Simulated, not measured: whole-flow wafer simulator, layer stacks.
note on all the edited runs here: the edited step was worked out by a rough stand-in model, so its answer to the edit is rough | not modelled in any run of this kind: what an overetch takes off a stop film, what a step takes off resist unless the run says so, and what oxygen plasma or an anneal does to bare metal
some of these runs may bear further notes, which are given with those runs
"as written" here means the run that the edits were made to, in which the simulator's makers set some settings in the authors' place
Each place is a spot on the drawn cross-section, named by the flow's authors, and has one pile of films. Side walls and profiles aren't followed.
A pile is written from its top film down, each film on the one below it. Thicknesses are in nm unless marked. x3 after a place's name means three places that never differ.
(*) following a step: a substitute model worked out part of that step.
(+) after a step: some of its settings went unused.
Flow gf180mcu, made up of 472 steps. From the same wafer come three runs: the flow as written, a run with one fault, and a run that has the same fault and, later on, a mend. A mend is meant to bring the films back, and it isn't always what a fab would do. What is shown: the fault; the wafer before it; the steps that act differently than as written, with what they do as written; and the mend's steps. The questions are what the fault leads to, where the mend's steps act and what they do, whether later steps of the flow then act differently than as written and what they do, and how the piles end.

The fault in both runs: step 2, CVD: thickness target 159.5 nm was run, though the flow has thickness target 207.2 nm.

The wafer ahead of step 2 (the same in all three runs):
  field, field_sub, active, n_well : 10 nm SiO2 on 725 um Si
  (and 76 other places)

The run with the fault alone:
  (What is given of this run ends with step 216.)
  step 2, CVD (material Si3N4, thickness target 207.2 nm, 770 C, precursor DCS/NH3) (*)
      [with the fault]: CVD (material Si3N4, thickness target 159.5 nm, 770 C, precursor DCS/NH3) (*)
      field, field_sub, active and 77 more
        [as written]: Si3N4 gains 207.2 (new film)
        [with the fault]: Si3N4 gains 159.5 (new film)
  Steps further on in the flow that do not act as written (not shown: 29 more steps that differ only slightly, by at most 2% or 0.5 nm, whichever is larger):
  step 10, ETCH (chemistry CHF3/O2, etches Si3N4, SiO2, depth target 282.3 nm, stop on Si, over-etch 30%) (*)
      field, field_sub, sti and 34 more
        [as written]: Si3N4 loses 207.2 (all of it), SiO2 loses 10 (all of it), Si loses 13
        [with the fault]: Si3N4 loses 159.5 (all of it), SiO2 loses 10 (all of it), Si loses 22.6
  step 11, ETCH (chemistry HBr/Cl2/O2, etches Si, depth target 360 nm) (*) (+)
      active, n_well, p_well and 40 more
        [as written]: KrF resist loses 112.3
        [with the fault]: KrF resist loses 109.1
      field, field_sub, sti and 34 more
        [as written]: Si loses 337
        [with the fault]: Si loses 327.4
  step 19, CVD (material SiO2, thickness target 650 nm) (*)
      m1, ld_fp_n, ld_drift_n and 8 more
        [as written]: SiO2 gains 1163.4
        [with the fault]: SiO2 gains 1115.7
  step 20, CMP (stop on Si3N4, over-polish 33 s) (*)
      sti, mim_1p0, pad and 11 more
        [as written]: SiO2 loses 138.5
        [with the fault]: SiO2 loses 186.1
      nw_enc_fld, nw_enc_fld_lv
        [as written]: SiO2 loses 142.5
        [with the fault]: SiO2 loses 190.1
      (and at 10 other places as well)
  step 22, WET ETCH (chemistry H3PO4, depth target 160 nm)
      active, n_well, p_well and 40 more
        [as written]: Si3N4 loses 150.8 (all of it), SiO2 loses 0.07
        [with the fault]: Si3N4 loses 103.1 (all of it), SiO2 loses 0.44
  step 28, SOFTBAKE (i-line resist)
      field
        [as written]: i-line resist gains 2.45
        [with the fault]: i-line resist loses 0.97
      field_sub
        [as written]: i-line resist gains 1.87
        [with the fault]: i-line resist loses 0.77
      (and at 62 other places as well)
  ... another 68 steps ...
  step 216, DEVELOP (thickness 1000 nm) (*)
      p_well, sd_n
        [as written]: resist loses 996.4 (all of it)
        [with the fault]: resist loses 949.4 (all of it)
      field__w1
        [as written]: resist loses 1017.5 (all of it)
        [with the fault]: resist loses 1039.6 (all of it)
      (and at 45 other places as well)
  After step 216, at field, field__w1, field__w2 and 68 more, the piles differ from the flow's by more than 2% or 0.5 nm, whichever is larger.
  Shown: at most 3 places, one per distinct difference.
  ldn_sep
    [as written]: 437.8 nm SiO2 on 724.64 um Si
    [with the fault]: 390.5 nm SiO2 on 724.64 um Si
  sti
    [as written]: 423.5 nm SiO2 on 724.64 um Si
    [with the fault]: 376.2 nm SiO2 on 724.64 um Si
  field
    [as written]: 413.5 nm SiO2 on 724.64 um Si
    [with the fault]: 366.2 nm SiO2 on 724.64 um Si

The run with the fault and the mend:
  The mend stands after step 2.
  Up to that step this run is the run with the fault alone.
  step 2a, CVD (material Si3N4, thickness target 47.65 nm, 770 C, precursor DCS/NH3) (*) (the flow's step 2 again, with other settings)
      field, field_sub, active and 77 more
        Si3N4 gains 47.7
  Later steps of the flow that are run all act as written at every place that is followed.
  The piles end the same as the flow's at every place that both follow.
